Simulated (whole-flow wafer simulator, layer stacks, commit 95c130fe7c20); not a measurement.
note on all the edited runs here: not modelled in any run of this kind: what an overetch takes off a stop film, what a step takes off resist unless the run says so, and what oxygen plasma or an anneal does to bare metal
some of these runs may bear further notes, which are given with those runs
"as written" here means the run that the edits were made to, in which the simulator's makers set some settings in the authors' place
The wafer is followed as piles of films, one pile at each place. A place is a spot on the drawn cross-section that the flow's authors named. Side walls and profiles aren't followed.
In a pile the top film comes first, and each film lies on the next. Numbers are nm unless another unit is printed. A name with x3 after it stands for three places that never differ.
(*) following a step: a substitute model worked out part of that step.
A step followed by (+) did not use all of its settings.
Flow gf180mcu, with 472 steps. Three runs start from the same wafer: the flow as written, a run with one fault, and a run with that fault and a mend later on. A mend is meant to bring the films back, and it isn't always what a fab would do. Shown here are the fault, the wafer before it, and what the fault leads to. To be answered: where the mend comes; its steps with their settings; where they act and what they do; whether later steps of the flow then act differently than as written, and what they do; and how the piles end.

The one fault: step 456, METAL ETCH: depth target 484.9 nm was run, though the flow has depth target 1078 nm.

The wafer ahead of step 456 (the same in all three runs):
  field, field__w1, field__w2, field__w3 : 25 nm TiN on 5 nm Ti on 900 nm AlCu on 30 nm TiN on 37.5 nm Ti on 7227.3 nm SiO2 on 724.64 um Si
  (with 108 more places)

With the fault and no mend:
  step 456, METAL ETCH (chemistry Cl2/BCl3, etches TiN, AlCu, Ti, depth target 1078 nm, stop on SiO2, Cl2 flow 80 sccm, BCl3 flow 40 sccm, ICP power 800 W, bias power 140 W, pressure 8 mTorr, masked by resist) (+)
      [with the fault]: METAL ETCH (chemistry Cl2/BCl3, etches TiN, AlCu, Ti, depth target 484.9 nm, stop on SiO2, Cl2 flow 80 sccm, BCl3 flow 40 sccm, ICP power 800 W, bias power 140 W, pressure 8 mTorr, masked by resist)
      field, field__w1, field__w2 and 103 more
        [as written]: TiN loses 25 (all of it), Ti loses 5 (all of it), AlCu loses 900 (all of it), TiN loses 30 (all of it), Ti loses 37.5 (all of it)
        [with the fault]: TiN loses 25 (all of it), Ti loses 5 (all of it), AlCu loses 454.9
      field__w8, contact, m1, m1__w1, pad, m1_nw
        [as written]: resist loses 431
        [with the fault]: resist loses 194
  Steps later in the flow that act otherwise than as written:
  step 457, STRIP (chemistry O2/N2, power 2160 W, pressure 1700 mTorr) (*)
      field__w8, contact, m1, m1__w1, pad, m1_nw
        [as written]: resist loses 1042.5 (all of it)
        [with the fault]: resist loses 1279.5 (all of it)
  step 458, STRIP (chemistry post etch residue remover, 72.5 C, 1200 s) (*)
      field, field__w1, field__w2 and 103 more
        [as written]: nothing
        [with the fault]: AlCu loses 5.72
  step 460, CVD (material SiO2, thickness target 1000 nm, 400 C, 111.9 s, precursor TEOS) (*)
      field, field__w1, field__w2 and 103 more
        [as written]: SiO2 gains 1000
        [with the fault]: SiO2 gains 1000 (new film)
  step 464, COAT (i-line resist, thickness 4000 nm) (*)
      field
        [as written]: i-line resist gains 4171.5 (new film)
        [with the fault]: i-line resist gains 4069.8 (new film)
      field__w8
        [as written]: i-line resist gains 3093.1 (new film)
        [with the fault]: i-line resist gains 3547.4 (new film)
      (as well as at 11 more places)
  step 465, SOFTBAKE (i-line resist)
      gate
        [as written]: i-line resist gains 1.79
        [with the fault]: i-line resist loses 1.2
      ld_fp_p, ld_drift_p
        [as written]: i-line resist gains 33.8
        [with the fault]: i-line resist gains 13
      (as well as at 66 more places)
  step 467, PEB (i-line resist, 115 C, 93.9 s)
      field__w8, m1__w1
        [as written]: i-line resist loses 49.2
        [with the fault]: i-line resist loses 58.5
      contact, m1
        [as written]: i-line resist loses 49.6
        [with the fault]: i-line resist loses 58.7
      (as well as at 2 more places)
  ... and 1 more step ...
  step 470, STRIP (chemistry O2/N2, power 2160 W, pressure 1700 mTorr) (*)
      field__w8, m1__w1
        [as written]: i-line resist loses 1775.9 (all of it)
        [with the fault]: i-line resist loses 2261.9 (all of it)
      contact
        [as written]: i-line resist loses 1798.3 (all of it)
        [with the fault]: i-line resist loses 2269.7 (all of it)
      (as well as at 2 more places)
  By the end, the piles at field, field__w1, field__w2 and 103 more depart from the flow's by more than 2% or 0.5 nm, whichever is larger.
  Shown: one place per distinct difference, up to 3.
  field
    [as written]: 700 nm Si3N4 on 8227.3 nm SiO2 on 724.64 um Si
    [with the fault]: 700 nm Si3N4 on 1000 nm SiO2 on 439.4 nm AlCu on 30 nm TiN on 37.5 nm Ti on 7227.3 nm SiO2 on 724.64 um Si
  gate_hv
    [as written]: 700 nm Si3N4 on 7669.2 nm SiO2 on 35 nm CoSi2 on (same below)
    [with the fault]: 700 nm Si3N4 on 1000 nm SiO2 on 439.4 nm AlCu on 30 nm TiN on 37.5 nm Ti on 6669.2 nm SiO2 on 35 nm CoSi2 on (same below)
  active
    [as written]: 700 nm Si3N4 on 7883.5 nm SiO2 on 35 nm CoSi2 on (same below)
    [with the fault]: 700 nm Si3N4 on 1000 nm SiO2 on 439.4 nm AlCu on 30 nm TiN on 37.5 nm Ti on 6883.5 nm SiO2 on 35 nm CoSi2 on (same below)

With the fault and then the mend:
  After step 456 comes the mend.
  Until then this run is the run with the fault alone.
  step 456a, METAL ETCH (chemistry Cl2/BCl3, etches TiN, AlCu, Ti, depth target 592.6 nm, stop on SiO2, Cl2 flow 80 sccm, BCl3 flow 40 sccm, ICP power 800 W, bias power 140 W, pressure 8 mTorr, masked by resist) (+) (the flow's step 456 again, with other settings)
      field, field__w1, field__w2 and 103 more
        AlCu loses 445.1 (all of it), TiN loses 30 (all of it), Ti loses 37.5 (all of it)
      field__w8, contact, m1, m1__w1, pad, m1_nw
        resist loses 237
  Later steps of the flow that are run all act as written at every place that is followed.
  At every place that both follow, the piles at the end match the flow's.
